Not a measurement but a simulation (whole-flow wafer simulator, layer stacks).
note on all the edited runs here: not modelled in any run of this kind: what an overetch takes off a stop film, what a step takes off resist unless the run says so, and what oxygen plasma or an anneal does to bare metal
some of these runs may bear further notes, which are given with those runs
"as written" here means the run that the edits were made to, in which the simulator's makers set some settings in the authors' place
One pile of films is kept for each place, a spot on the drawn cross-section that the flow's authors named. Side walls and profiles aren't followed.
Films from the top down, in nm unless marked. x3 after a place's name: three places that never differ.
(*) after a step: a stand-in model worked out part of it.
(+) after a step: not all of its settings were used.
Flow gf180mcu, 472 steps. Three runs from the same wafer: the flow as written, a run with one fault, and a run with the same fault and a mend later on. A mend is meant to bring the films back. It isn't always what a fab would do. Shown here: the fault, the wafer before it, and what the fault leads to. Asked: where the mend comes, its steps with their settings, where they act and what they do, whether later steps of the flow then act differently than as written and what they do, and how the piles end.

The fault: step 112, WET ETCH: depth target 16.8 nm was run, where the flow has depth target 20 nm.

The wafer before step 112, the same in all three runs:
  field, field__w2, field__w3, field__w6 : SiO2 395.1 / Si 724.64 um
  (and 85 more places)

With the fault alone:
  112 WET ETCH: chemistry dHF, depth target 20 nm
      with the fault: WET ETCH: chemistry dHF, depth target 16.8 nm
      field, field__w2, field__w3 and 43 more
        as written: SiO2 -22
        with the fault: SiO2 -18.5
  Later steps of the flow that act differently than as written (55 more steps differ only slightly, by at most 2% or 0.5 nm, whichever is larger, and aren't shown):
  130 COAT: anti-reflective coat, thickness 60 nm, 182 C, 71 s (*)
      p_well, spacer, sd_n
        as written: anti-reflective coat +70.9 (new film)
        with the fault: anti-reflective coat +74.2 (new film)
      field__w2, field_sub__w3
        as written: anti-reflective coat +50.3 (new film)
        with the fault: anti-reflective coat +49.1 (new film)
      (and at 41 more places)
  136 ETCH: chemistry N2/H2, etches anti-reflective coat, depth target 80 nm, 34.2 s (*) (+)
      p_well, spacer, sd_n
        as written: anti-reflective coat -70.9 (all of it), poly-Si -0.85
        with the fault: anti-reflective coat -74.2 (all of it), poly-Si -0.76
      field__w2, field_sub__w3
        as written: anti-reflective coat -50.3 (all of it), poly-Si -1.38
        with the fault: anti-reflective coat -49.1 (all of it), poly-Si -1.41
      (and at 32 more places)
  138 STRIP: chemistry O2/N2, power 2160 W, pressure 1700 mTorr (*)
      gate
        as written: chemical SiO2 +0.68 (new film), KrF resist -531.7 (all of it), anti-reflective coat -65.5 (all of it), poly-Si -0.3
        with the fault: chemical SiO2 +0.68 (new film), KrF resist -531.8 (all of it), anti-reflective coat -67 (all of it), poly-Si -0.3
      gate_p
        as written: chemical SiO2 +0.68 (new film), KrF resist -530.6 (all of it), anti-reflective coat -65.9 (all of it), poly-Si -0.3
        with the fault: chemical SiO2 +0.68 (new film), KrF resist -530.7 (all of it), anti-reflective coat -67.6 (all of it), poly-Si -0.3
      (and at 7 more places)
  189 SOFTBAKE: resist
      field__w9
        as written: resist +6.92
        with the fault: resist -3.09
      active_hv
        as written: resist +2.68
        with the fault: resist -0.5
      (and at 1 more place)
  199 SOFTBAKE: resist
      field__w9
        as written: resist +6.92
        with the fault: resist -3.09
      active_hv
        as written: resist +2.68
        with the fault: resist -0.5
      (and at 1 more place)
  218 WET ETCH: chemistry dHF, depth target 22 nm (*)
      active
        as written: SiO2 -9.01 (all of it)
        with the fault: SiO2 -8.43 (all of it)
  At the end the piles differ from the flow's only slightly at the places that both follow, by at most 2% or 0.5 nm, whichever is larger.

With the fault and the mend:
  The mend comes after step 112.
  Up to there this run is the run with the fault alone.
  112a WET ETCH: chemistry dHF, depth target 3.2 nm (the flow's step 112 once more, with other settings)
      field, field__w2, field__w3 and 43 more
        SiO2 -3.2
  No later step of the flow acts differently than as written, at any place that is followed, by more than 2% or 0.5 nm, whichever is larger.
  At the end the piles differ from the flow's only slightly at the places that both follow, by at most 2% or 0.5 nm, whichever is larger.
